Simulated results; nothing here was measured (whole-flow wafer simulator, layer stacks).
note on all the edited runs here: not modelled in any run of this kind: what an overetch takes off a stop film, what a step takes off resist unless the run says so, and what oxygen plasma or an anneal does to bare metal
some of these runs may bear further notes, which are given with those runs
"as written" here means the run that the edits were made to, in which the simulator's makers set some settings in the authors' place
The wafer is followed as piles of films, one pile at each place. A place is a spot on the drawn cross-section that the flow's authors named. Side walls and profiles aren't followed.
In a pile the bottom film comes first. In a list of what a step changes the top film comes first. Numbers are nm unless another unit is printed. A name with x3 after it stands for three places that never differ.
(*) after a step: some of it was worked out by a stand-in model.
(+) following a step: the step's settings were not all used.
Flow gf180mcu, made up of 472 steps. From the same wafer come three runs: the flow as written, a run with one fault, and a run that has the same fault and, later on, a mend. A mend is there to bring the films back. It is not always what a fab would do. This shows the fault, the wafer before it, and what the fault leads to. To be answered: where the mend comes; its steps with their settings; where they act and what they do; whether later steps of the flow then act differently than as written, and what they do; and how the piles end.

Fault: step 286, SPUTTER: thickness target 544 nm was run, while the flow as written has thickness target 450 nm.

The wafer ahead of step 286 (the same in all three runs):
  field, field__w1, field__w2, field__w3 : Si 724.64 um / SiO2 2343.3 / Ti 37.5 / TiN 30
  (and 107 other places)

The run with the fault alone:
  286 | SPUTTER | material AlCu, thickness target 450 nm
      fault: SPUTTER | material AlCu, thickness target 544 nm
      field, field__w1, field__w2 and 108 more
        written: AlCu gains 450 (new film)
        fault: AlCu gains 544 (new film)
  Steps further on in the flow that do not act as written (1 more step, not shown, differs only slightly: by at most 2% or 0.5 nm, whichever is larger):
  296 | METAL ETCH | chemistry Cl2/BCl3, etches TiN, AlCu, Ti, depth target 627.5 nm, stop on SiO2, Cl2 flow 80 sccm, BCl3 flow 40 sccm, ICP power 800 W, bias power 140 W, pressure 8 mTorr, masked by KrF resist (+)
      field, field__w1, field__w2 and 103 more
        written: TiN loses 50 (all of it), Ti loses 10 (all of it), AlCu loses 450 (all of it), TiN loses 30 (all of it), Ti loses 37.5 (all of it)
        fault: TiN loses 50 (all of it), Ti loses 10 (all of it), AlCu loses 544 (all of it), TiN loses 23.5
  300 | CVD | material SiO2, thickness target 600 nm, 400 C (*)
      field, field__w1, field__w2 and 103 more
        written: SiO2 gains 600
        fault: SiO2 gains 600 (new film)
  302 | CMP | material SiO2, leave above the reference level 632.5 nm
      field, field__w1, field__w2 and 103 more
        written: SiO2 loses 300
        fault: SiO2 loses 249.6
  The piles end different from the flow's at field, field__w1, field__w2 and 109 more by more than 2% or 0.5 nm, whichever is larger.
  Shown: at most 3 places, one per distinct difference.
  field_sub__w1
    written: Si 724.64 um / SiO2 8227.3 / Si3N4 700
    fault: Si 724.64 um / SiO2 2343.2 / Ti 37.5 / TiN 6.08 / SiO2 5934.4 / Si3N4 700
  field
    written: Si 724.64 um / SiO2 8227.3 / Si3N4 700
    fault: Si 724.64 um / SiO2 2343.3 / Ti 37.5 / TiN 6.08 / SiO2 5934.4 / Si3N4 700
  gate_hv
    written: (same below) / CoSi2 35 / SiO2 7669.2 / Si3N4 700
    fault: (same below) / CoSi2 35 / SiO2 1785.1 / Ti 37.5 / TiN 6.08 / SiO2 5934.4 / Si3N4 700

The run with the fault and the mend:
  The mend stands after step 286.
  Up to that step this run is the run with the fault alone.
  286a | METAL ETCH | chemistry Cl2/BCl3, etches TiN, AlCu, Ti, depth target 94 nm, Cl2 flow 80 sccm, BCl3 flow 40 sccm, ICP power 800 W, bias power 140 W, pressure 8 mTorr (the flow's step 260 again, with other settings)
      field, field__w1, field__w2 and 108 more
        AlCu loses 94
  Every later step of the flow that is run acts as written at every place that is followed.
  At every place that both follow, the piles at the end match the flow's.
